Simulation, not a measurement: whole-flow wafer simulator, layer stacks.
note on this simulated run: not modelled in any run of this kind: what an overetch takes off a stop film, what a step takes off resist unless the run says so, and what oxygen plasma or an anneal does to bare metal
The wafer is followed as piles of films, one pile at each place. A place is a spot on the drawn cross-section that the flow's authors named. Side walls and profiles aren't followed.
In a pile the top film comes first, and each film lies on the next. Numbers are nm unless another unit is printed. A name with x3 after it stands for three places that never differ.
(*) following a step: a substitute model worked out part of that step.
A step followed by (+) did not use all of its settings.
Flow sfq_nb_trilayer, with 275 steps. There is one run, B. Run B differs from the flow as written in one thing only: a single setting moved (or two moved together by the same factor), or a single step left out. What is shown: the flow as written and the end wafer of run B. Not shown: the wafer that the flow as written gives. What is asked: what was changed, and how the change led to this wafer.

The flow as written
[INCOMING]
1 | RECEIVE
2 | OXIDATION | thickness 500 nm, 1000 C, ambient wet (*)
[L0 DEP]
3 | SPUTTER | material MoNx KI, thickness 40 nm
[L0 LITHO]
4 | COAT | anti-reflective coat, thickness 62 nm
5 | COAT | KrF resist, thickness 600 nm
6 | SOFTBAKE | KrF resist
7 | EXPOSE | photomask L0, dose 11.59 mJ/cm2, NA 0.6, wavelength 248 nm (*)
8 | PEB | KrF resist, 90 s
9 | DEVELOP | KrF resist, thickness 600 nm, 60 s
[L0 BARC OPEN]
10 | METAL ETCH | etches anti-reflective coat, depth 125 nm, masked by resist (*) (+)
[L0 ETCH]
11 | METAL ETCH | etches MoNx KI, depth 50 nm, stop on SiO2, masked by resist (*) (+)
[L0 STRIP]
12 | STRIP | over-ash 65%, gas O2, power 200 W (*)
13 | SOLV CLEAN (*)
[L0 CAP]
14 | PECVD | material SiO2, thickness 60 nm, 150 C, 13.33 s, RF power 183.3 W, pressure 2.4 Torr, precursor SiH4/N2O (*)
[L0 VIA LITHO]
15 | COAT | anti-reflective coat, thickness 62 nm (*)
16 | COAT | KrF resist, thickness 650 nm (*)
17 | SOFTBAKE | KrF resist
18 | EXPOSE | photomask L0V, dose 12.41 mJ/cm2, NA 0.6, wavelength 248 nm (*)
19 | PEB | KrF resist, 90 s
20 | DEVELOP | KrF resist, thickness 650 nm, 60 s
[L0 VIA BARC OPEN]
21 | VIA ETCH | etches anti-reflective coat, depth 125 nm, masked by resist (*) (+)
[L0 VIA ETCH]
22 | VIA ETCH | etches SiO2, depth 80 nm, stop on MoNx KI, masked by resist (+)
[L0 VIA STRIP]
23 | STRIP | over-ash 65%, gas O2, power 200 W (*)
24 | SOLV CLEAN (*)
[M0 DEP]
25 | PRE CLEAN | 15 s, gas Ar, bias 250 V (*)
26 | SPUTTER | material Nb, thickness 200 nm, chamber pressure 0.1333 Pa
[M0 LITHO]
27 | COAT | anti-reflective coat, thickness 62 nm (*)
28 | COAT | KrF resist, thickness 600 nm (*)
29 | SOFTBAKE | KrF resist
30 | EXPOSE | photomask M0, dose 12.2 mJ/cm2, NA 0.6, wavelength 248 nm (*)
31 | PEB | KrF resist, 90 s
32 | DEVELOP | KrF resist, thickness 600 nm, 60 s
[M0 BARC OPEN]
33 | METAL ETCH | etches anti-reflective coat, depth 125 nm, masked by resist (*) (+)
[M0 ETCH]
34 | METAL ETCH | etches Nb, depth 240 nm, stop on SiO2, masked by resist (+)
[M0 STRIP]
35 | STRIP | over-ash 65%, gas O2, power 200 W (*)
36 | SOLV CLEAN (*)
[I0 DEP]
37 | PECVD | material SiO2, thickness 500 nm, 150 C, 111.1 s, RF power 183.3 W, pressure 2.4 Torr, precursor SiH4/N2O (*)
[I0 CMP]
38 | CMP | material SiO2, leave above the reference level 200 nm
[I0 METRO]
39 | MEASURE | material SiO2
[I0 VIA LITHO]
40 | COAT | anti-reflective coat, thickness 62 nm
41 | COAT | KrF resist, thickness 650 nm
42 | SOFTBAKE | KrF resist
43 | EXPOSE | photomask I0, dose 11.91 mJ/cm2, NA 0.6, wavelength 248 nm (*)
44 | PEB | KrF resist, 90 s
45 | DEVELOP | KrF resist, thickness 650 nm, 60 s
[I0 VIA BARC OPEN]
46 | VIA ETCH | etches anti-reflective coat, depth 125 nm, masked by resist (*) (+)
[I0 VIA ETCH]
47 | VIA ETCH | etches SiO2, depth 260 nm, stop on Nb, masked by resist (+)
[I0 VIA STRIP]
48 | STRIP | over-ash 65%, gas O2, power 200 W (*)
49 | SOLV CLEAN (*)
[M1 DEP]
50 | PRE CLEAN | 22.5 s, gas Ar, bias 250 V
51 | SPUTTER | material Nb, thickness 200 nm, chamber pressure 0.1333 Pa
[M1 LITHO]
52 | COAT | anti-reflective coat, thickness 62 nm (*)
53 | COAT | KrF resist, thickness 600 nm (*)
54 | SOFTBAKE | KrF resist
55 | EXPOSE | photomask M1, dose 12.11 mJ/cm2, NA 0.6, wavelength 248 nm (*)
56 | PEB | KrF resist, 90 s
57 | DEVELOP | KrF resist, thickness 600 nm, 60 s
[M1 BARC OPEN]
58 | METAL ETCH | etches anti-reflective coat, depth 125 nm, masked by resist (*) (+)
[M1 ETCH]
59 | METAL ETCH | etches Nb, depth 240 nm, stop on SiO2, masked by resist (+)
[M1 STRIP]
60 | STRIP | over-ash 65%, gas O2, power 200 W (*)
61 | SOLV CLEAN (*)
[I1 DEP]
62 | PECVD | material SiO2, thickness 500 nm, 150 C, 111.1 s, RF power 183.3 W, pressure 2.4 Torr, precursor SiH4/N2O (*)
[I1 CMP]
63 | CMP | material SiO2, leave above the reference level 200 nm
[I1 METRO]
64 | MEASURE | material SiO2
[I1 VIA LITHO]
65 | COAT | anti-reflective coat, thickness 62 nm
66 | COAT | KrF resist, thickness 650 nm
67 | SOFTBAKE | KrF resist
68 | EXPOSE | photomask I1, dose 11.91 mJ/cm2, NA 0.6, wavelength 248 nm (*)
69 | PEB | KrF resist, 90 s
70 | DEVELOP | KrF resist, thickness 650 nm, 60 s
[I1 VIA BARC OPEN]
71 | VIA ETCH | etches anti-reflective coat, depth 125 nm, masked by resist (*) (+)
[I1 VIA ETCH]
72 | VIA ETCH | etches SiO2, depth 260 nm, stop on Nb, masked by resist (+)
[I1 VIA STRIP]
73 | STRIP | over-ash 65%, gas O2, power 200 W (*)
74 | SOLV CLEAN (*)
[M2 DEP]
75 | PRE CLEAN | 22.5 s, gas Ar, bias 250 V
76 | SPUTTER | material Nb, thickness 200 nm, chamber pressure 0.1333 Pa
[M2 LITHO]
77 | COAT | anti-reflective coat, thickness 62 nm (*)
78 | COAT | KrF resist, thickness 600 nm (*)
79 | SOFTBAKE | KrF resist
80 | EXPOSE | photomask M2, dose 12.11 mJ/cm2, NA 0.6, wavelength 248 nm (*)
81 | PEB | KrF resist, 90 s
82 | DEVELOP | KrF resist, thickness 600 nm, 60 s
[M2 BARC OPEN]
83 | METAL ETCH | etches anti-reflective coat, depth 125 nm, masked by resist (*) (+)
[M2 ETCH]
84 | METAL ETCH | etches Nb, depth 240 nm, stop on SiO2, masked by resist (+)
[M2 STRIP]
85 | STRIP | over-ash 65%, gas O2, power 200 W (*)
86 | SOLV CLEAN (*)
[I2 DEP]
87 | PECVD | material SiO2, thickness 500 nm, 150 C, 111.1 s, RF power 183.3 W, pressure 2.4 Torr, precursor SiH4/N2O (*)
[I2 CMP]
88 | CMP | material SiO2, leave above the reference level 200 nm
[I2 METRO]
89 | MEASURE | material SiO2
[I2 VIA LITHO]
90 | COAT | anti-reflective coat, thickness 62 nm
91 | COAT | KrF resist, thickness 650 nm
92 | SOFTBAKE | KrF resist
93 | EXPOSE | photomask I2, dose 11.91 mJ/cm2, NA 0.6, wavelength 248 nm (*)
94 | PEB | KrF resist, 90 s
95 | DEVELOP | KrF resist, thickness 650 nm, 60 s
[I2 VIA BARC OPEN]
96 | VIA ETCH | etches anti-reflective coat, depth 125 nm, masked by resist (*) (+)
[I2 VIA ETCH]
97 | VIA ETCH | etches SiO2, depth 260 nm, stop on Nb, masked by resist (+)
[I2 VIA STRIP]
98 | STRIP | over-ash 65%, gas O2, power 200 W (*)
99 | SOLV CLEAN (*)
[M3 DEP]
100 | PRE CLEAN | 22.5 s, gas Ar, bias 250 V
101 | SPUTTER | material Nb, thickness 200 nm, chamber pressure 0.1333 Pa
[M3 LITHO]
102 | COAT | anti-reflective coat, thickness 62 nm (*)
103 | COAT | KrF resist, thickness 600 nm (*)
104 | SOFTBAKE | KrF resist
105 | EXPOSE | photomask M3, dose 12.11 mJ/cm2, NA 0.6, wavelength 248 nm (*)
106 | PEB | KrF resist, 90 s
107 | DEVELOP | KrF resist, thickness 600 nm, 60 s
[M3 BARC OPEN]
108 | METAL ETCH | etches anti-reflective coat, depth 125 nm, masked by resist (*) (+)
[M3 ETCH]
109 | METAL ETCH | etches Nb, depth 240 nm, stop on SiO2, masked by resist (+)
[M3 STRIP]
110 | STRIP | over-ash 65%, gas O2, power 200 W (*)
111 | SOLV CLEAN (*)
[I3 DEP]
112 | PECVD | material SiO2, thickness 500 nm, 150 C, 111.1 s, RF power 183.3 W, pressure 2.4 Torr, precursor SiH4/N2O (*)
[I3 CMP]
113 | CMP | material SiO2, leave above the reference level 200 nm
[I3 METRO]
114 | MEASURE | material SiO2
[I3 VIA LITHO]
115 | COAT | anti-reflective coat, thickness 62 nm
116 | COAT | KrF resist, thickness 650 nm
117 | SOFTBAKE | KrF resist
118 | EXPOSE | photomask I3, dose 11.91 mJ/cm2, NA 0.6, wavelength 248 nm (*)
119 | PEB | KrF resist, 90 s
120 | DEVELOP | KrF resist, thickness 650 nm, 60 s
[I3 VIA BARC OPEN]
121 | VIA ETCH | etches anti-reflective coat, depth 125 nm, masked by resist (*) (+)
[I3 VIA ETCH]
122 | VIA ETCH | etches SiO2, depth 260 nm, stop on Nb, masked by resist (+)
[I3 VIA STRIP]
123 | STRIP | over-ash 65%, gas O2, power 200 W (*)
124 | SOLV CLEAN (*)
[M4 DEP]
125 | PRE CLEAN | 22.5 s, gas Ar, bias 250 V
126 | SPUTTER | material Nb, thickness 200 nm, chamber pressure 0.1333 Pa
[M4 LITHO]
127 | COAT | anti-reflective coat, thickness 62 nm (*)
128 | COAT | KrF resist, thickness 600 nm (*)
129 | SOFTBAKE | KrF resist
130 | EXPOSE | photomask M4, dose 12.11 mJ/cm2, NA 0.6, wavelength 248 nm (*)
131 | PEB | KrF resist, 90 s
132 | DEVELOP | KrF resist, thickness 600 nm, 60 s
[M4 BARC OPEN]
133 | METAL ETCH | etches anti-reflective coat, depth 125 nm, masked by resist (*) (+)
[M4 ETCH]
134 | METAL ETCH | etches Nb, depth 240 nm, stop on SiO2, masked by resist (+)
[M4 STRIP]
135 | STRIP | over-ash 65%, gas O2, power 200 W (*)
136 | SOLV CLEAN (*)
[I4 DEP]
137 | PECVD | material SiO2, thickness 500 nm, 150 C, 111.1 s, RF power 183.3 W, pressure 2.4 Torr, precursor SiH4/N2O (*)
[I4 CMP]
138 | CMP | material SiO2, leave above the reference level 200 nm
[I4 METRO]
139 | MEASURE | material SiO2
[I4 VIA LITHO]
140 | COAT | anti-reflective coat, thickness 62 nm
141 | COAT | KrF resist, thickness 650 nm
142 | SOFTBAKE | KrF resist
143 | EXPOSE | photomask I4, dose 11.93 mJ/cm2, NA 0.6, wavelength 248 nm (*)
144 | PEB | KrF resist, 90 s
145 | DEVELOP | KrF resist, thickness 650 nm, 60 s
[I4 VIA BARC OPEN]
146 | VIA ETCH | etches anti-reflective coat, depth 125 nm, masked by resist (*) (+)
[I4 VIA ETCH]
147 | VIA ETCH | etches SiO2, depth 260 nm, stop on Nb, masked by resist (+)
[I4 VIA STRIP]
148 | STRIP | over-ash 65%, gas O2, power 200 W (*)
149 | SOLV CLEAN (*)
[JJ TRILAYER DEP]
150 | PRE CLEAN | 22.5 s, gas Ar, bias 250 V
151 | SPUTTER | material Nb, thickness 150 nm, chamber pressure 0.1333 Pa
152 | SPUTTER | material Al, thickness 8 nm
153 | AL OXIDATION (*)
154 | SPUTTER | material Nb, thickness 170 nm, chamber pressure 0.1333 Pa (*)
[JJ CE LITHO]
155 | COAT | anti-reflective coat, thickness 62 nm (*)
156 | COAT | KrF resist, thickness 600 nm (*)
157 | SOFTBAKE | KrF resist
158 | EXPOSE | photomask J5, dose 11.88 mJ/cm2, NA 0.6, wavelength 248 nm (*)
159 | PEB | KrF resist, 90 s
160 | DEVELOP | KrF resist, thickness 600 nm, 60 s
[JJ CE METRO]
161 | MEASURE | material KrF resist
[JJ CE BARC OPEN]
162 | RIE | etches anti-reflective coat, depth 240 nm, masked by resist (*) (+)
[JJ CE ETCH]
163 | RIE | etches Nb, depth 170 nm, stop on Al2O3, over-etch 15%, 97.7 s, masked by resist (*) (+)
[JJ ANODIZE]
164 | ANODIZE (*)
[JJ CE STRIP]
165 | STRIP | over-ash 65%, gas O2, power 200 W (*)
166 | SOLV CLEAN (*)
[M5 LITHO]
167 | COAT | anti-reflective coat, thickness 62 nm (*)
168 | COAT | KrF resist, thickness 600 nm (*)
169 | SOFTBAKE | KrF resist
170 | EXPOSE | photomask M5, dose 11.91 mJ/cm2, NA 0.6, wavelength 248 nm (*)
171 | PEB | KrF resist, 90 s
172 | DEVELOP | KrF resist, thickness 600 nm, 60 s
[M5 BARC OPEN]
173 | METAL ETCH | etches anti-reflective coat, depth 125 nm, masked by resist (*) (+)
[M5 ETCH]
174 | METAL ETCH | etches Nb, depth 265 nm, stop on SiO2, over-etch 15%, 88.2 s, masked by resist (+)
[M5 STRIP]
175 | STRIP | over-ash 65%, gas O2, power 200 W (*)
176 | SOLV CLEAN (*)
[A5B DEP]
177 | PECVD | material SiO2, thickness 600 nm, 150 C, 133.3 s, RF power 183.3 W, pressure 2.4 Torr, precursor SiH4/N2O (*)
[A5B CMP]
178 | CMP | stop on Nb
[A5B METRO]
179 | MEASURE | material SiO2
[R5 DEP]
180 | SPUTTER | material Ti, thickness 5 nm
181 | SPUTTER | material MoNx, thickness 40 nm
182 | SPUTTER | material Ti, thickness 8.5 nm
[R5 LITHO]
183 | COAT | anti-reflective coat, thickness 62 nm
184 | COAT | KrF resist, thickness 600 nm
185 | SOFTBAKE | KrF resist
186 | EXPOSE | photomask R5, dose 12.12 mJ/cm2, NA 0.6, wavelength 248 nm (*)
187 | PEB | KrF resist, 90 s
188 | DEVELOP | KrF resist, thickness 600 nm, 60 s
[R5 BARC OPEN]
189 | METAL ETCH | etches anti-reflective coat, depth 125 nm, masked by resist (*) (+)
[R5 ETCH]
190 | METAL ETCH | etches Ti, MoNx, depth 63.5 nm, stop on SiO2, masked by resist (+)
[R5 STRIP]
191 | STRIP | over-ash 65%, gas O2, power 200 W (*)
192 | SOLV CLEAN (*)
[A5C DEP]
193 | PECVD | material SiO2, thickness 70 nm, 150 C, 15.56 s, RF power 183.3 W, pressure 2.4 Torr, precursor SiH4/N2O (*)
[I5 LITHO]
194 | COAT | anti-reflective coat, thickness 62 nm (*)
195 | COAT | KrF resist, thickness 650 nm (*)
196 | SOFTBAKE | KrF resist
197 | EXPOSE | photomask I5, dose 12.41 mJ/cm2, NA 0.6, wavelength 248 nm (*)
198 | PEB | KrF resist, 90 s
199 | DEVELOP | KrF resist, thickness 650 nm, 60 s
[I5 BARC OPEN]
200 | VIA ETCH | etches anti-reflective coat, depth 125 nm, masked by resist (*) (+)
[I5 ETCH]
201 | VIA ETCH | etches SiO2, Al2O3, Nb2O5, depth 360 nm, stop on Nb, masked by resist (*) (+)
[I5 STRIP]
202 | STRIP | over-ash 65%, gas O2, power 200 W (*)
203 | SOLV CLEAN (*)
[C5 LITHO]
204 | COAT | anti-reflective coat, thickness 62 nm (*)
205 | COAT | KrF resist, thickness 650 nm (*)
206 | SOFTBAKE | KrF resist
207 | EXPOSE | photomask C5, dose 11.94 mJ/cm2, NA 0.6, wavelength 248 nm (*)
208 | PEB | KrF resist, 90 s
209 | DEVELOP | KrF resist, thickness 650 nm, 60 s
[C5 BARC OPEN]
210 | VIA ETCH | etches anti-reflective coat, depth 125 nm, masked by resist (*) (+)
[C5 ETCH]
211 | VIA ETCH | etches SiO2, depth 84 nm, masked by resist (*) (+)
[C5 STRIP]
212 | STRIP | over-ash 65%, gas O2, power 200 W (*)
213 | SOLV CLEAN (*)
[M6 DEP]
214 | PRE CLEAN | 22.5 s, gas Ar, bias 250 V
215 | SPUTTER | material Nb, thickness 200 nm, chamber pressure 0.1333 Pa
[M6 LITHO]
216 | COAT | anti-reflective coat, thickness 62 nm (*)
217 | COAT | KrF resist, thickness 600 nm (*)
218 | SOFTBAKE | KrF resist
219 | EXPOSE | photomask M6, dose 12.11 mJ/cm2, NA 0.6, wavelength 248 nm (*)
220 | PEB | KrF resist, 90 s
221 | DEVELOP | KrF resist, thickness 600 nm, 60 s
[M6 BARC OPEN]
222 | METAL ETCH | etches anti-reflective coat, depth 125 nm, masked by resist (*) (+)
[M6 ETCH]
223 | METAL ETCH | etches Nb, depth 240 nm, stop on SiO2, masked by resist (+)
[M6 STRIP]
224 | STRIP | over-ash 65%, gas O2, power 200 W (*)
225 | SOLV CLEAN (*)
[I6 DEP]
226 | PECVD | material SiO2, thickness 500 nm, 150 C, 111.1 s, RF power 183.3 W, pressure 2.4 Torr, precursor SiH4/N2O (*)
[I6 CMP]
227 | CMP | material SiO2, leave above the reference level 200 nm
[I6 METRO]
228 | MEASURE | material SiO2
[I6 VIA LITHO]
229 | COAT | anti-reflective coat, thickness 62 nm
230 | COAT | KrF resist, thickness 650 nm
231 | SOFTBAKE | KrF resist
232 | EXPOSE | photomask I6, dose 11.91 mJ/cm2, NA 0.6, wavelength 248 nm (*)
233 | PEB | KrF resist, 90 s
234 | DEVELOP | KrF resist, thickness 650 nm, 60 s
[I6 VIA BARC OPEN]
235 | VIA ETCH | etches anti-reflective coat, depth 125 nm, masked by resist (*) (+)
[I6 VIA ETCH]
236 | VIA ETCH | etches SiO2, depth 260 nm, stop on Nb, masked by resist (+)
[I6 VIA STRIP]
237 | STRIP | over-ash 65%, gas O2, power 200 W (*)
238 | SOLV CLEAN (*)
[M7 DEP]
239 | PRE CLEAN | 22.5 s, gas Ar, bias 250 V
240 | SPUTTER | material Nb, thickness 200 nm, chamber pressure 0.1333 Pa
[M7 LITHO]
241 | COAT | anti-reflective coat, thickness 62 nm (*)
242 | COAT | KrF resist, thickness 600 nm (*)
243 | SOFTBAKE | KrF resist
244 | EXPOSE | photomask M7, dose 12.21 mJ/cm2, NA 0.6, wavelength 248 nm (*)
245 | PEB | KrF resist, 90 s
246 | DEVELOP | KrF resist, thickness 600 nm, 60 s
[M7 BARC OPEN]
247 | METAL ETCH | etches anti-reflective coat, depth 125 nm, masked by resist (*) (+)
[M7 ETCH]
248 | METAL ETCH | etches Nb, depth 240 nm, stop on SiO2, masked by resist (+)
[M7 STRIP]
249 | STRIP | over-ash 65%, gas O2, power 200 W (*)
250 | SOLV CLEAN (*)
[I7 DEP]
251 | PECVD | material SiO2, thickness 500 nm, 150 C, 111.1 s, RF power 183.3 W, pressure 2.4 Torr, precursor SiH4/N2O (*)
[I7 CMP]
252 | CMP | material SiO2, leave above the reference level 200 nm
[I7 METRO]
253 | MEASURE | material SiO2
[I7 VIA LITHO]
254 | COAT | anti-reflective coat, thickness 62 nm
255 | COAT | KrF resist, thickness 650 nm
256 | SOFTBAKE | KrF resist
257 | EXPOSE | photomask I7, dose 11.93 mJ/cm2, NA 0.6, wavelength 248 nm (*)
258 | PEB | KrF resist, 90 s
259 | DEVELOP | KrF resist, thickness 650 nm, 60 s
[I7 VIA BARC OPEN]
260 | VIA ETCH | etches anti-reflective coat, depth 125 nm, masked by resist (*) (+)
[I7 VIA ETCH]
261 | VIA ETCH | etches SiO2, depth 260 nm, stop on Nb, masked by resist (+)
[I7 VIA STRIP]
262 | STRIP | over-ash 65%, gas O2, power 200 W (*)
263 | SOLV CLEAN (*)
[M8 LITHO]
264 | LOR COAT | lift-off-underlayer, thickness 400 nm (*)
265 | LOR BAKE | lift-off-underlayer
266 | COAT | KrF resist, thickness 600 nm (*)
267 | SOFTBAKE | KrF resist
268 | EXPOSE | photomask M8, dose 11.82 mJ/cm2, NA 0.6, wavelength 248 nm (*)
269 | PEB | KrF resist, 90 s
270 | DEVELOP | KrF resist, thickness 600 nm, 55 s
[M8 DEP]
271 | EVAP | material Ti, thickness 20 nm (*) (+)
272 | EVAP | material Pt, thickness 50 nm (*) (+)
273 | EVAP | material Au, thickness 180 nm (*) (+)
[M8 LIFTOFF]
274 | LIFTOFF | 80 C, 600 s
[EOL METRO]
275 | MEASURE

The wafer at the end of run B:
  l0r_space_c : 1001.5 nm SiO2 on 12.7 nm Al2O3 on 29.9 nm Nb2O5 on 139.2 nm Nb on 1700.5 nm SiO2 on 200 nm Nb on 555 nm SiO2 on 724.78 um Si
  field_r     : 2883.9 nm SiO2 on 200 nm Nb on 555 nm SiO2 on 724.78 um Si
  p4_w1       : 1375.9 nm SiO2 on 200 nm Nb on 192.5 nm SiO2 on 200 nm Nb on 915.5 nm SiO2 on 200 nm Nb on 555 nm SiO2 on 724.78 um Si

What caused this: step 76, SPUTTER: thickness 138 nm was run, whereas the flow has thickness 200 nm.

How this came from the change, step by step:
  76 | SPUTTER | material Nb, thickness 200 nm, chamber pressure 0.1333 Pa
      field_l, v_sur, via_wl and 102 more: Nb gains 138 (new film) (in the flow as written it would be: Nb gains 200 (new film))
      via_v: Nb gains 121.1 (in the flow as written it would be: Nb gains 174.5)
  77 | COAT | anti-reflective coat, thickness 62 nm (*)
      via_v: anti-reflective coat gains 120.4 (new film) (in the flow as written it would be: anti-reflective coat gains 123.1 (new film))
  84 | METAL ETCH | etches Nb, depth 240 nm, stop on SiO2, masked by resist (+)
      field_l, be, be_sur and 81 more: Nb loses 138 (all of it) (in the flow as written it would be: Nb loses 200 (all of it))
      v_sur, via_wl, via_w and 19 more: KrF resist loses 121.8 (in the flow as written it would be: KrF resist loses 141.2)
  85 | STRIP | over-ash 65%, gas O2, power 200 W (*)
      wl_j_sl, wl_jj, wl_j_sr and 12 more: KrF resist loses 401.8 (all of it), anti-reflective coat loses 62 (all of it) (in the flow as written it would be: KrF resist loses 382.4 (all of it), anti-reflective coat loses 62 (all of it))
      v_sur: KrF resist loses 399.5 (all of it), anti-reflective coat loses 61.4 (all of it) (in the flow as written it would be: KrF resist loses 380 (all of it), anti-reflective coat loses 61.4 (all of it))
      (also at 6 further places)
  87 | PECVD | material SiO2, thickness 500 nm, 150 C, 111.1 s, RF power 183.3 W, pressure 2.4 Torr, precursor SiH4/N2O (*)
      via_v: SiO2 gains 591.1 (new film) (in the flow as written it would be: SiO2 gains 606 (new film))
  88 | CMP | material SiO2, leave above the reference level 200 nm
      field_l, be, be_sur and 81 more: SiO2 loses 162 (in the flow as written it would be: SiO2 loses 100)
      via_v: SiO2 loses 175.3 (in the flow as written it would be: SiO2 loses 181.6)
